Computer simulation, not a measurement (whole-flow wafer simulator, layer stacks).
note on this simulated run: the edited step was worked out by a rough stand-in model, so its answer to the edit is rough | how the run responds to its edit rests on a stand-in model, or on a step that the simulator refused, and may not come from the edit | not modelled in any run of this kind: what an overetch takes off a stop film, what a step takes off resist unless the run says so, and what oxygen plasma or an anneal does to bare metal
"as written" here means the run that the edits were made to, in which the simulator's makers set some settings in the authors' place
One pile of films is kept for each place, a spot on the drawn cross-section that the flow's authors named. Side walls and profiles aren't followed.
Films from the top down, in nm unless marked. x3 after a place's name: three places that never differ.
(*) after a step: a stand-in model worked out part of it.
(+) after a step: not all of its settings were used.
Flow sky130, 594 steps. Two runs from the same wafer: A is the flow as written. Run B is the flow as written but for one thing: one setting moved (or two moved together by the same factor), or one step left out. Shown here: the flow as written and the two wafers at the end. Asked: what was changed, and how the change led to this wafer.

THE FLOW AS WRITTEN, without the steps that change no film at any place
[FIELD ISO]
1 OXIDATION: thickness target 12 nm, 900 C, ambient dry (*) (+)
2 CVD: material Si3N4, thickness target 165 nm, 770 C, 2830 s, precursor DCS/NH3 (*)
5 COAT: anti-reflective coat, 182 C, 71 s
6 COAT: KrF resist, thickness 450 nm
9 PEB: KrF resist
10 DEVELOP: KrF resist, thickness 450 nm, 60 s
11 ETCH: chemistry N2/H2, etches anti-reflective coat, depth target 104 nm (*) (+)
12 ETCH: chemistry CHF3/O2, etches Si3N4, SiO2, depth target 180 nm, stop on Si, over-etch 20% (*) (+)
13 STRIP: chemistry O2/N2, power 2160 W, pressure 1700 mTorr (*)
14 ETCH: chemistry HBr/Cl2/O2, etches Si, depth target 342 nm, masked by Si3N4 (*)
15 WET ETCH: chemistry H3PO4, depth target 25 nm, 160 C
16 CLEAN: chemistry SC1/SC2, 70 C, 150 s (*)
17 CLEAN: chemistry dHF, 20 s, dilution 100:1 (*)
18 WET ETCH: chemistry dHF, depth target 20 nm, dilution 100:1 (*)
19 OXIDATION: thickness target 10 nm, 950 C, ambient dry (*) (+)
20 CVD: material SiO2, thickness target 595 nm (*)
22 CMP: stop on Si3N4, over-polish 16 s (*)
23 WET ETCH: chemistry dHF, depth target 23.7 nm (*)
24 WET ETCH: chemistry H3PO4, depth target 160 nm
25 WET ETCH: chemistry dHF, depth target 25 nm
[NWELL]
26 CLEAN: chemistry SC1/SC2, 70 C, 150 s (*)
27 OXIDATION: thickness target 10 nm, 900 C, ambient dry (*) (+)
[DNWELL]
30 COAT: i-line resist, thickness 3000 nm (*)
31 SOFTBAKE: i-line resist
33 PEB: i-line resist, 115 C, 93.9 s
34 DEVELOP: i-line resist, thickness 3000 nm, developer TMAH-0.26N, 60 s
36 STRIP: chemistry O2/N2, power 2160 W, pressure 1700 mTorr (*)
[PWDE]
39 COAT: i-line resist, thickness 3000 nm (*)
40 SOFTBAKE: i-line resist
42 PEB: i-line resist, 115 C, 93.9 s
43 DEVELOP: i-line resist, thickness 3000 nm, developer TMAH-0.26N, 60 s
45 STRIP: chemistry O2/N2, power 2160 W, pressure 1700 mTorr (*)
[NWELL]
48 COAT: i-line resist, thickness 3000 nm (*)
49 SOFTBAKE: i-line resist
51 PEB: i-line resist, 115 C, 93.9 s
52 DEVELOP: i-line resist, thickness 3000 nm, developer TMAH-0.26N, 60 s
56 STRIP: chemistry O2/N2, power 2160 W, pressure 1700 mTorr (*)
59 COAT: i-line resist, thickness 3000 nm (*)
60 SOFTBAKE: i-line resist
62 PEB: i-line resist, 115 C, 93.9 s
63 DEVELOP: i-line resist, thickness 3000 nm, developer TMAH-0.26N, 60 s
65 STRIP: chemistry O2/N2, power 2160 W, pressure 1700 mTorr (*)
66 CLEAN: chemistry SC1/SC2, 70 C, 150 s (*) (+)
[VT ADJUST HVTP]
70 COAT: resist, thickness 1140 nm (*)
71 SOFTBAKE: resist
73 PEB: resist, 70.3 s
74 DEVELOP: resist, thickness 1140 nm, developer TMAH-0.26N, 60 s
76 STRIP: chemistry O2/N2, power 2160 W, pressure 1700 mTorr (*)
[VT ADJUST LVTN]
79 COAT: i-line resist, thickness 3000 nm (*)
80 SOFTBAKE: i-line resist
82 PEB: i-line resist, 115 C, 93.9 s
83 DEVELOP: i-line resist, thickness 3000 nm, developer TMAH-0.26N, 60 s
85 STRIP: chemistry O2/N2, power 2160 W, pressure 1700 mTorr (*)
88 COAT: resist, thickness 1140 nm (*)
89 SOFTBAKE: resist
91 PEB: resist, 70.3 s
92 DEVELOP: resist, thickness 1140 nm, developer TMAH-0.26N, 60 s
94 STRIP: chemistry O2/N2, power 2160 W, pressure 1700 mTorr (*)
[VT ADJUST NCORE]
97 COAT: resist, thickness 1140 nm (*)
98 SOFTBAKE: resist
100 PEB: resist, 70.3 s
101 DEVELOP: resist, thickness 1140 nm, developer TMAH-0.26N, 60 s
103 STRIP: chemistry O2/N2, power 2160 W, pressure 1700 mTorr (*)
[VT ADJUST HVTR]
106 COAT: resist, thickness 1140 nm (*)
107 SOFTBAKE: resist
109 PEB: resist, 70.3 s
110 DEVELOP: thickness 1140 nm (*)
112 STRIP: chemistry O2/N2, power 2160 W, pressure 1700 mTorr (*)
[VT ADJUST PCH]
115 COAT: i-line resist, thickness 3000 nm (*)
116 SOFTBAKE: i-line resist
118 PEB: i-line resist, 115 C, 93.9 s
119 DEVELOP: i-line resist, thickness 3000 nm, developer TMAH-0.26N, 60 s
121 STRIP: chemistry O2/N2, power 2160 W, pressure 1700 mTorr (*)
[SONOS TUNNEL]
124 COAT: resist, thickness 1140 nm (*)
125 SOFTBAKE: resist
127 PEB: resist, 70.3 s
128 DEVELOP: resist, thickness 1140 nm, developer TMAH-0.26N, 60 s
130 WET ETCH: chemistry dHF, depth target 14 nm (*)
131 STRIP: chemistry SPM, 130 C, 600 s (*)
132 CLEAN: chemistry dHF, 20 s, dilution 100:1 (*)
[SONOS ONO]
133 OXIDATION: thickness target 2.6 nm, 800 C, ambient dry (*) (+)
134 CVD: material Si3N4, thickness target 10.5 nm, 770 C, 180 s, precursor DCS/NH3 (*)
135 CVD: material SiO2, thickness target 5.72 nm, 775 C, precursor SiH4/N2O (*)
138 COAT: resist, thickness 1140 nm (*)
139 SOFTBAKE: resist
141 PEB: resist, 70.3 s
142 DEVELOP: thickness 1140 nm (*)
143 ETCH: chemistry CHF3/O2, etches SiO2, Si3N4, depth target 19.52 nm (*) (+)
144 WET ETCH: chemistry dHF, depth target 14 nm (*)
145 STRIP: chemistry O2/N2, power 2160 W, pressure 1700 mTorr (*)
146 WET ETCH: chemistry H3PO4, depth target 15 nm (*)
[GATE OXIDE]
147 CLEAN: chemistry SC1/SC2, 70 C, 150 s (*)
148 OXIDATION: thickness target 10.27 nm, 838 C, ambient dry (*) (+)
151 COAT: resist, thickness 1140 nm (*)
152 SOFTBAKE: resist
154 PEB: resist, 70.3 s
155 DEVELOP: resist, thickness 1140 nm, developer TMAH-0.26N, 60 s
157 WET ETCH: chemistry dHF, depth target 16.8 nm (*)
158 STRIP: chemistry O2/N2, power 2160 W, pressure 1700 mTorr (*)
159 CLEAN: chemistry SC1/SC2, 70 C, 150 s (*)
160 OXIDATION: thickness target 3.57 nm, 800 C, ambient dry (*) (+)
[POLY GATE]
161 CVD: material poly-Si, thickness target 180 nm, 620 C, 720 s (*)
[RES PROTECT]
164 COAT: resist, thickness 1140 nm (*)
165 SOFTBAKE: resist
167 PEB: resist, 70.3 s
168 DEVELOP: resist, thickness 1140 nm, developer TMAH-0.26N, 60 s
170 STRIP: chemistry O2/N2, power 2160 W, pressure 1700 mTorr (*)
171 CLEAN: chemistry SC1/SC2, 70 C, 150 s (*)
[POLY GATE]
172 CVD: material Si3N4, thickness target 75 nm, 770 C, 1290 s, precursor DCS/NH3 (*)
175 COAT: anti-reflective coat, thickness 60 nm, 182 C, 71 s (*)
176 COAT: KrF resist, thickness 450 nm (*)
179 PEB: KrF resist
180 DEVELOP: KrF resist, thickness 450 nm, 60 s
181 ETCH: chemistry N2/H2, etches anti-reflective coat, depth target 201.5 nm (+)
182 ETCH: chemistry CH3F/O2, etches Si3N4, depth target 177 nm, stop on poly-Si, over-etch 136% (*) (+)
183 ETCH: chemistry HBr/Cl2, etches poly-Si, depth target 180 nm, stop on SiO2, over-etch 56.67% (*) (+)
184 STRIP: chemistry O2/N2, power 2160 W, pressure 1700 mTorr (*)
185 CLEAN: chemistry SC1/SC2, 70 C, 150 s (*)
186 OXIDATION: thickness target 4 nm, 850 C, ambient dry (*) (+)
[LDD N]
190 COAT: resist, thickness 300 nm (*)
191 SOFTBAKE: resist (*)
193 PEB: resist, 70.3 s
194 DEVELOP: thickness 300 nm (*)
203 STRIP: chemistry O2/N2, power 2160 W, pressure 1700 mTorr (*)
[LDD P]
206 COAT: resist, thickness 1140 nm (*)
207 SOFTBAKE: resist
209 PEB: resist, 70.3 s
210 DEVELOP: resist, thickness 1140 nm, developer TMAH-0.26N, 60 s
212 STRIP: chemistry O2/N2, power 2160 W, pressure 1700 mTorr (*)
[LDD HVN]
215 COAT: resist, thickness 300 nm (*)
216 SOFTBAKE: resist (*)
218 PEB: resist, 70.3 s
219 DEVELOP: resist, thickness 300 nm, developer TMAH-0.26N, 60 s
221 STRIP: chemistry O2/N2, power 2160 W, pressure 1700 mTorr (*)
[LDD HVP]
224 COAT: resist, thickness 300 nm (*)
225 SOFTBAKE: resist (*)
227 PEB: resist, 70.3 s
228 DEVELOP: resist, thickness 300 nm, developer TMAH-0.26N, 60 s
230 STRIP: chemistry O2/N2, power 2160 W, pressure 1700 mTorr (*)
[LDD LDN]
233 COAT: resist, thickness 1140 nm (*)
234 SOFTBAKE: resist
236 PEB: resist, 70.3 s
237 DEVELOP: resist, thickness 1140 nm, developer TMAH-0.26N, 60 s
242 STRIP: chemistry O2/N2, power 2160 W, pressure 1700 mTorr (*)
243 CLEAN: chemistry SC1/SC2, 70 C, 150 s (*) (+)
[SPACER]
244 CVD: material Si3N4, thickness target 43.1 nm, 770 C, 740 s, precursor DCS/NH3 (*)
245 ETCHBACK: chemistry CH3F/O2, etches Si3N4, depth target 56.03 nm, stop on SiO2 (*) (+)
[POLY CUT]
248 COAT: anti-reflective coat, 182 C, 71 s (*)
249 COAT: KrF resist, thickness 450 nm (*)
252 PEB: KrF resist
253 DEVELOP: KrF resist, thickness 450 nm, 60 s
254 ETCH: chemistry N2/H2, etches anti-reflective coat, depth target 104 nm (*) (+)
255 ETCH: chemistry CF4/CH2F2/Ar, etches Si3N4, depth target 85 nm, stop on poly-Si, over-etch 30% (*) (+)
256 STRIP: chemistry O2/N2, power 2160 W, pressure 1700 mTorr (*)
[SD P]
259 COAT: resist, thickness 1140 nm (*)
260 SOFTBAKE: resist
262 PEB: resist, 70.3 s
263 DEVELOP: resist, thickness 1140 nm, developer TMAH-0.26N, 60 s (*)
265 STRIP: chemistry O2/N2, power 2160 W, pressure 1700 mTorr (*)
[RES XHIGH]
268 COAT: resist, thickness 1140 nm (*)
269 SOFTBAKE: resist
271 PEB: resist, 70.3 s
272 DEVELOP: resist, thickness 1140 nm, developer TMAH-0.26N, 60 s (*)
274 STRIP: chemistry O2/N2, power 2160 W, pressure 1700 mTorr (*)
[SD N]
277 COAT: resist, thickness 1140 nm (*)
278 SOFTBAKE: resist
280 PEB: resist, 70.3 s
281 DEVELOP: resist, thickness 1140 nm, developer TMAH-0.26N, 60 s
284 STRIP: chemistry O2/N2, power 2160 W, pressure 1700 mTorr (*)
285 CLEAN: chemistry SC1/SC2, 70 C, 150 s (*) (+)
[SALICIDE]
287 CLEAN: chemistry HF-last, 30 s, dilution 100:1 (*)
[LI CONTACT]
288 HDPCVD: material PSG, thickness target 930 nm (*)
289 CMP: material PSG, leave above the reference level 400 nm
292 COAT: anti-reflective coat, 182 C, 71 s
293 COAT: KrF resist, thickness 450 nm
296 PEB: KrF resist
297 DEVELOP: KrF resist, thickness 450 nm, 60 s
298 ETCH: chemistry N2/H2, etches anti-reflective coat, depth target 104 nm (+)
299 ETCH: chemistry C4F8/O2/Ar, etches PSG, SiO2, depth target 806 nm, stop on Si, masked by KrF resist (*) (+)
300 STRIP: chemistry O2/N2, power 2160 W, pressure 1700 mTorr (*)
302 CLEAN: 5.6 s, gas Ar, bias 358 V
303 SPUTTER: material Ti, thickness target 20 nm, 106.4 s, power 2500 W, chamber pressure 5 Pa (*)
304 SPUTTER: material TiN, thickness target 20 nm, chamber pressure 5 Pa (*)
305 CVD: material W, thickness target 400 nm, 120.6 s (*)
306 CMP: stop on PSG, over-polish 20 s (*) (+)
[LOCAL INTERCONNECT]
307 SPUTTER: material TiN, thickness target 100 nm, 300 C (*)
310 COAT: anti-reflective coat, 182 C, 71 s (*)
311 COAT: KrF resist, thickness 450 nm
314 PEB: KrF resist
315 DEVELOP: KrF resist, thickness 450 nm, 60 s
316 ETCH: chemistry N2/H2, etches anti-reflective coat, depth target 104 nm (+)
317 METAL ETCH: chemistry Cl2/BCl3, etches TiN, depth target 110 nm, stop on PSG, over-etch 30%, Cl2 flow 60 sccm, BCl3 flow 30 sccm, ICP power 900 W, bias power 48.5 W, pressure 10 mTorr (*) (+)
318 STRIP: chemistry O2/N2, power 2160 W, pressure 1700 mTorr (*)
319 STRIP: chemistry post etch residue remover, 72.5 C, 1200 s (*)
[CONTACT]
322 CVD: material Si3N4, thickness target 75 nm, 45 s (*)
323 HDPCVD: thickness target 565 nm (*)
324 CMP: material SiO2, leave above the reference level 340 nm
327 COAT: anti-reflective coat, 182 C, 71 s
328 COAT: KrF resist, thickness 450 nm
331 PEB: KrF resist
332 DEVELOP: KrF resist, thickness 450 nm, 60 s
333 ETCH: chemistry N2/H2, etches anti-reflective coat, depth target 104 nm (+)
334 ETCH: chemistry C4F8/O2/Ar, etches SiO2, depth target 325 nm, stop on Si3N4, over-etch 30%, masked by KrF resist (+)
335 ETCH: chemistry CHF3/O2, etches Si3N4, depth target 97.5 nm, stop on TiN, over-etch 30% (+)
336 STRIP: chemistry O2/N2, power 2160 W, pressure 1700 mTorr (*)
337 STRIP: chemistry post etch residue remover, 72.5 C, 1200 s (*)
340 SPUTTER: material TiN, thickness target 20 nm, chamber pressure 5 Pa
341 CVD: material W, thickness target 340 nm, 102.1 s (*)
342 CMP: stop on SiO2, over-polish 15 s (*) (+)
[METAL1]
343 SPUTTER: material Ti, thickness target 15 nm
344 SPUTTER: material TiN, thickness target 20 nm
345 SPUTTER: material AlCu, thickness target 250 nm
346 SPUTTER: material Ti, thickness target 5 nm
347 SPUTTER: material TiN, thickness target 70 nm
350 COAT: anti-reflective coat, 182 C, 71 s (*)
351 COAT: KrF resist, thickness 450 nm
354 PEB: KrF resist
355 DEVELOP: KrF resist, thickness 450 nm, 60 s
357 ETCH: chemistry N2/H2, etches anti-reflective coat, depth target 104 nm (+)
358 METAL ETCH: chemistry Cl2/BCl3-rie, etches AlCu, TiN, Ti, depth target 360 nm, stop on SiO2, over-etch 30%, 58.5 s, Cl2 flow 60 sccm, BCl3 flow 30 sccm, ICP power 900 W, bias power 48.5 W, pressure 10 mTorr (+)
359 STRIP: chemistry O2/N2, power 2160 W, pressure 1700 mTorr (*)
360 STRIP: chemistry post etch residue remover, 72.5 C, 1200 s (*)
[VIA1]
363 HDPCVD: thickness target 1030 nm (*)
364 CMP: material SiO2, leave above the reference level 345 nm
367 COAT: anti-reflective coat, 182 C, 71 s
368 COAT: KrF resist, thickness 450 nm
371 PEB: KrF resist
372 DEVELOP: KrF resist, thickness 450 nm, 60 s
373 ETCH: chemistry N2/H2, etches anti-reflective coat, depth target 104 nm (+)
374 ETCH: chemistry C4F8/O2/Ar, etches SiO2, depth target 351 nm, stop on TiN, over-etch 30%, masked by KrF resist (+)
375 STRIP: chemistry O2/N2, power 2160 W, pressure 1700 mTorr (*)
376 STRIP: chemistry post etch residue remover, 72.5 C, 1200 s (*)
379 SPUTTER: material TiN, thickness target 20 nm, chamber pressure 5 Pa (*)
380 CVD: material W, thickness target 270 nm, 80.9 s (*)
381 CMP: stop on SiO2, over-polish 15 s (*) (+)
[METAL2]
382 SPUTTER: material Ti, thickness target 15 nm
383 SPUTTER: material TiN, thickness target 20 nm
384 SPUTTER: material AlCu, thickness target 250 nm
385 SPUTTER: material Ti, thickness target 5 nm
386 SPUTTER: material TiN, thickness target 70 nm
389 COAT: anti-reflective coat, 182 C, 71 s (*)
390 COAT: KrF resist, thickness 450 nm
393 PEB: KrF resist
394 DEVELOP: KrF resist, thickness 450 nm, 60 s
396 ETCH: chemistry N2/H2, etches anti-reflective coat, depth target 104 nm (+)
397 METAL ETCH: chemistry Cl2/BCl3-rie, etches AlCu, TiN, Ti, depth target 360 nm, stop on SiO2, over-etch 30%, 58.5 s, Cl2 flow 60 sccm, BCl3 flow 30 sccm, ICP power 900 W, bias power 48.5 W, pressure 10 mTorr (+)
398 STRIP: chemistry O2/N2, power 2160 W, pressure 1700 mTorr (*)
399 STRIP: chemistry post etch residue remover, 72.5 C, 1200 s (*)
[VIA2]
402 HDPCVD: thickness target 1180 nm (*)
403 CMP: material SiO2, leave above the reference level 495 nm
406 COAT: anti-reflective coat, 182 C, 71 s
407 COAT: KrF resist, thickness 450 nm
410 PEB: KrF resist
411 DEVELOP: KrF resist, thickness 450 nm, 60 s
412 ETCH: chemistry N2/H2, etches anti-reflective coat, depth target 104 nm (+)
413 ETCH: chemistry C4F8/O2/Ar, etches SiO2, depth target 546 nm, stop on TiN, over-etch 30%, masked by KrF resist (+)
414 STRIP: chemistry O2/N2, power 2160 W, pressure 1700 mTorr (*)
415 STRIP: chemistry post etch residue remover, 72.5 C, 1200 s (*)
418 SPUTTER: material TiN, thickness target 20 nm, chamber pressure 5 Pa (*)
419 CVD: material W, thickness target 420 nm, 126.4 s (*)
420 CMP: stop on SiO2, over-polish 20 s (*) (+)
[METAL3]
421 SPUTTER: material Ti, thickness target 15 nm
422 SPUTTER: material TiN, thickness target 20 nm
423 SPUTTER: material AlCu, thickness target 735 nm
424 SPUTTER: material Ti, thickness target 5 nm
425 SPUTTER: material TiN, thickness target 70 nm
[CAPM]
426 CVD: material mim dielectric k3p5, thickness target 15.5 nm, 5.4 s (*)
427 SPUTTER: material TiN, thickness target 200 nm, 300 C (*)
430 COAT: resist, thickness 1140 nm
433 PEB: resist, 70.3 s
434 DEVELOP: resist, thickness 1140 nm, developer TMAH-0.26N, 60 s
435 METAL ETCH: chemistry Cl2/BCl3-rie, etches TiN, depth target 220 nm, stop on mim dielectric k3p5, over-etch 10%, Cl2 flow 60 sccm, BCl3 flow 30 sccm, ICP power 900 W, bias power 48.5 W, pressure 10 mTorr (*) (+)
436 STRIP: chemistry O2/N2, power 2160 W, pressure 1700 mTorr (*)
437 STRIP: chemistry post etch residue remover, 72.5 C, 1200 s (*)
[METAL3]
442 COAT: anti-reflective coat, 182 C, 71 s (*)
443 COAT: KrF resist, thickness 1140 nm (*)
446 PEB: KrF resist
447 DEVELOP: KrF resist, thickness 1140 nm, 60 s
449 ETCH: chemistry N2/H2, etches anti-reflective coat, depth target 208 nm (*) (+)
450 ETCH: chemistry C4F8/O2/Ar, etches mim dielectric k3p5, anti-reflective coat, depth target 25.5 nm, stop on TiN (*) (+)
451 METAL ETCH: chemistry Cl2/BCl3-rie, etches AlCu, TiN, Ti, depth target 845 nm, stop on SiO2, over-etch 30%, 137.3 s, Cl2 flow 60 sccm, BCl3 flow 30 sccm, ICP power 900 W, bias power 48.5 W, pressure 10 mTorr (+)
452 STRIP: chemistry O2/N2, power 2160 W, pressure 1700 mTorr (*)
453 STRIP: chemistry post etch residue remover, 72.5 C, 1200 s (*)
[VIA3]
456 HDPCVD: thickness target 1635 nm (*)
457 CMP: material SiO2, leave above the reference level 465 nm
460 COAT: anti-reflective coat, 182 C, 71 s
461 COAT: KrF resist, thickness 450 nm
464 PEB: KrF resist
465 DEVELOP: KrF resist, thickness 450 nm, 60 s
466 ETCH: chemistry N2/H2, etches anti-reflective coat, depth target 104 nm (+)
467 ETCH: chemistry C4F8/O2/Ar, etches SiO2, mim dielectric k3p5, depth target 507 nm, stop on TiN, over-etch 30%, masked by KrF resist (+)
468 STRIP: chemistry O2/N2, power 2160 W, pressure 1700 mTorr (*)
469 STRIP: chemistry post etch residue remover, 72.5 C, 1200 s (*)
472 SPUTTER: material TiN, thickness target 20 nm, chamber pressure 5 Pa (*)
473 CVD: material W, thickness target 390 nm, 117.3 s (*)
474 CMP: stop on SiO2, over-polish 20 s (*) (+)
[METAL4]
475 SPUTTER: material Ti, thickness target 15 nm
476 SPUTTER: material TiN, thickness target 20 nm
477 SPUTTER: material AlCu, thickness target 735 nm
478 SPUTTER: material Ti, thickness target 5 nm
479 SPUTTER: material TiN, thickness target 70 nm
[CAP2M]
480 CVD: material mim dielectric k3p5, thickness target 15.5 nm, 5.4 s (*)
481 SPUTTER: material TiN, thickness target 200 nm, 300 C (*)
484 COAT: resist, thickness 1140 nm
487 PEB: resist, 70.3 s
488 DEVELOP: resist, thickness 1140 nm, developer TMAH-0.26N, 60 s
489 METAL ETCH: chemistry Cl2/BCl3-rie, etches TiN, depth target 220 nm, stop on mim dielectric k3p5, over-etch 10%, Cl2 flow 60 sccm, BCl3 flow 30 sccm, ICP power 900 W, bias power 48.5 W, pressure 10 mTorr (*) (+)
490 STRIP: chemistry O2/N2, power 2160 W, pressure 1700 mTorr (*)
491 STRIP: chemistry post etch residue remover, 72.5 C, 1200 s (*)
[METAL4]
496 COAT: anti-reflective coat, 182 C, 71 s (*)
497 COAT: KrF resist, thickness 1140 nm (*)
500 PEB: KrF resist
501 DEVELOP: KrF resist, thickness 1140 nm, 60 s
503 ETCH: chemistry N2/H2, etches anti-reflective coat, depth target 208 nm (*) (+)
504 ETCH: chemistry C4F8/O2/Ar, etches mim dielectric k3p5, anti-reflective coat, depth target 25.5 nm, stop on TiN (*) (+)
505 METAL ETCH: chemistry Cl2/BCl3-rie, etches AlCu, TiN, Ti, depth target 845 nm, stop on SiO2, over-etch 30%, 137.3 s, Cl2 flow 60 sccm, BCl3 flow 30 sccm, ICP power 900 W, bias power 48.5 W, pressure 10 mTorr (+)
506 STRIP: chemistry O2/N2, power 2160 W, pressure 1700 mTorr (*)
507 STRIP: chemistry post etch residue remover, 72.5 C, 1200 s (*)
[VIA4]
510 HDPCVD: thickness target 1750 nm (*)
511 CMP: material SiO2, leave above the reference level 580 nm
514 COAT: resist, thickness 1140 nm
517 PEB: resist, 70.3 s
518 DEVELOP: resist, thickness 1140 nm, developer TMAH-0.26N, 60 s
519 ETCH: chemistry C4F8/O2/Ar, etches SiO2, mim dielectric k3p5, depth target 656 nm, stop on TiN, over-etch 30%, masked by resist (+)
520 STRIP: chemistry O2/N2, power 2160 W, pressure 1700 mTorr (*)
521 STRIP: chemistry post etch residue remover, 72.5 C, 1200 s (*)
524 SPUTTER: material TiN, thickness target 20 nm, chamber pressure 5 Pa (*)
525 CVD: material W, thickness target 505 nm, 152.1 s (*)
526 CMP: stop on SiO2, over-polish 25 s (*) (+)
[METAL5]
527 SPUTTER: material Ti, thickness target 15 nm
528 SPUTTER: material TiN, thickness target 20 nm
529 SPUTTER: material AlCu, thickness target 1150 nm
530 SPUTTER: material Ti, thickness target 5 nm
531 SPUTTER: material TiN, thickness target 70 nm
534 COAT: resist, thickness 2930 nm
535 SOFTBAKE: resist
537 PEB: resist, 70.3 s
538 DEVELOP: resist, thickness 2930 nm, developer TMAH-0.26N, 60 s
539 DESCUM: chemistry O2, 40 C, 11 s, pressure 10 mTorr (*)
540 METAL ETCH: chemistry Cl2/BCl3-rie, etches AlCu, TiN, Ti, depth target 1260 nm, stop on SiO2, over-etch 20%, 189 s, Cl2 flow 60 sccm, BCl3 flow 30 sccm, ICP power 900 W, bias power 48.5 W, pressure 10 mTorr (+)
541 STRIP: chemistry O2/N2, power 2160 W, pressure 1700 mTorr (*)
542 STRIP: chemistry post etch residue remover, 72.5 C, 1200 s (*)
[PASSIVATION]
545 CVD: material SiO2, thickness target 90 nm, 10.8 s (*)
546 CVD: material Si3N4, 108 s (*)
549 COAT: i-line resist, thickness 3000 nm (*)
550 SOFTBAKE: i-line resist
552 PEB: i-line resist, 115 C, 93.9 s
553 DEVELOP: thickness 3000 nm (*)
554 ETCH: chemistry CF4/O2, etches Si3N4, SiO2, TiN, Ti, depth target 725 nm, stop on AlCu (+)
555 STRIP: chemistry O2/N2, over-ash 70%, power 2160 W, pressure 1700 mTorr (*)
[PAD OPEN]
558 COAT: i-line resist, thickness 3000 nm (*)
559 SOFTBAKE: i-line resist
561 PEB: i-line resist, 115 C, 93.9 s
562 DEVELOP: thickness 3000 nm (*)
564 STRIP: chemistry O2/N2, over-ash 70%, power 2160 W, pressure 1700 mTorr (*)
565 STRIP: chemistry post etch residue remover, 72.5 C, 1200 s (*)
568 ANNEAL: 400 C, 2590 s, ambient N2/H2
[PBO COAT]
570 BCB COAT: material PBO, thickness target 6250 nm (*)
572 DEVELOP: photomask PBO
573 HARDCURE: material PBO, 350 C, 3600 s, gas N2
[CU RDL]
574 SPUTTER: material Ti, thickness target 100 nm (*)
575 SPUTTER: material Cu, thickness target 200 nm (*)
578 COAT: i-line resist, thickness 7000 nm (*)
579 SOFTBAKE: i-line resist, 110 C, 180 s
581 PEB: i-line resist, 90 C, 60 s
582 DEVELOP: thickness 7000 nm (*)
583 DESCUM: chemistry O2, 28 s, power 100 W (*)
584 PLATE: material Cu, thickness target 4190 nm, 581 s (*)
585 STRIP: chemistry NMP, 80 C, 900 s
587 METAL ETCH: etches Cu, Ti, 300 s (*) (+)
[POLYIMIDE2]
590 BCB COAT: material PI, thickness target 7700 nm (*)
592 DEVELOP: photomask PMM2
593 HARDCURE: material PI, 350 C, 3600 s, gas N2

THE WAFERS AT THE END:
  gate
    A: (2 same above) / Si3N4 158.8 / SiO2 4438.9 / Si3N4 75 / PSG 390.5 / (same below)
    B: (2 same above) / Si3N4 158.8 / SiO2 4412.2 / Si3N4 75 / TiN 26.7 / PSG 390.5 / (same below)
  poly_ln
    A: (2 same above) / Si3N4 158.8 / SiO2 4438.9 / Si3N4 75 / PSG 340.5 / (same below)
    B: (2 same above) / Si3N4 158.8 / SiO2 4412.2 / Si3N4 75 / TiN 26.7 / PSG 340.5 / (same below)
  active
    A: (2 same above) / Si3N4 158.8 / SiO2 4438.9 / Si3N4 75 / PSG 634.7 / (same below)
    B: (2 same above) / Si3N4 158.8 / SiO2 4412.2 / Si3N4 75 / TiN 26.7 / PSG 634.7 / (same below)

The cause: step 317, METAL ETCH: depth target 71.5 nm was run, where the flow has depth target 110 nm.

How the change led to this, step by step:
  317 METAL ETCH: chemistry Cl2/BCl3, etches TiN, depth target 110 nm, stop on PSG, over-etch 30%, Cl2 flow 60 sccm, BCl3 flow 30 sccm, ICP power 900 W, bias power 48.5 W, pressure 10 mTorr (*) (+)
      field, active, gate and 88 more: A TiN -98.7 (all of it) | B TiN -71.5
      n_well, p_well, gate_hv and 97 more: A KrF resist -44 | B KrF resist -28.6
  318 STRIP: chemistry O2/N2, power 2160 W, pressure 1700 mTorr (*)
      n_well, p_well, gate_hv and 93 more: A KrF resist -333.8 (all of it), anti-reflective coat -80 (all of it) | B KrF resist -349.2 (all of it), anti-reflective coat -80 (all of it)
      poly_licon, ndiff_licon, ndiff_licon_cpp, rpo_hd_licon: A KrF resist -333.9 (all of it), anti-reflective coat -80.5 (all of it) | B KrF resist -349.3 (all of it), anti-reflective coat -80.5 (all of it)
  324 CMP: material SiO2, leave above the reference level 340 nm
      field, active, gate and 88 more: A SiO2 -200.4 | B SiO2 -227.2
Counting metal films that touch as one body, gate has 1 body; the flow as written gives 0 bodies.
Counting metal films that touch as one body, poly_ln has 1 body; the flow as written gives 0 bodies.
Counting metal films that touch as one body, active has 1 body; the flow as written gives 0 bodies.
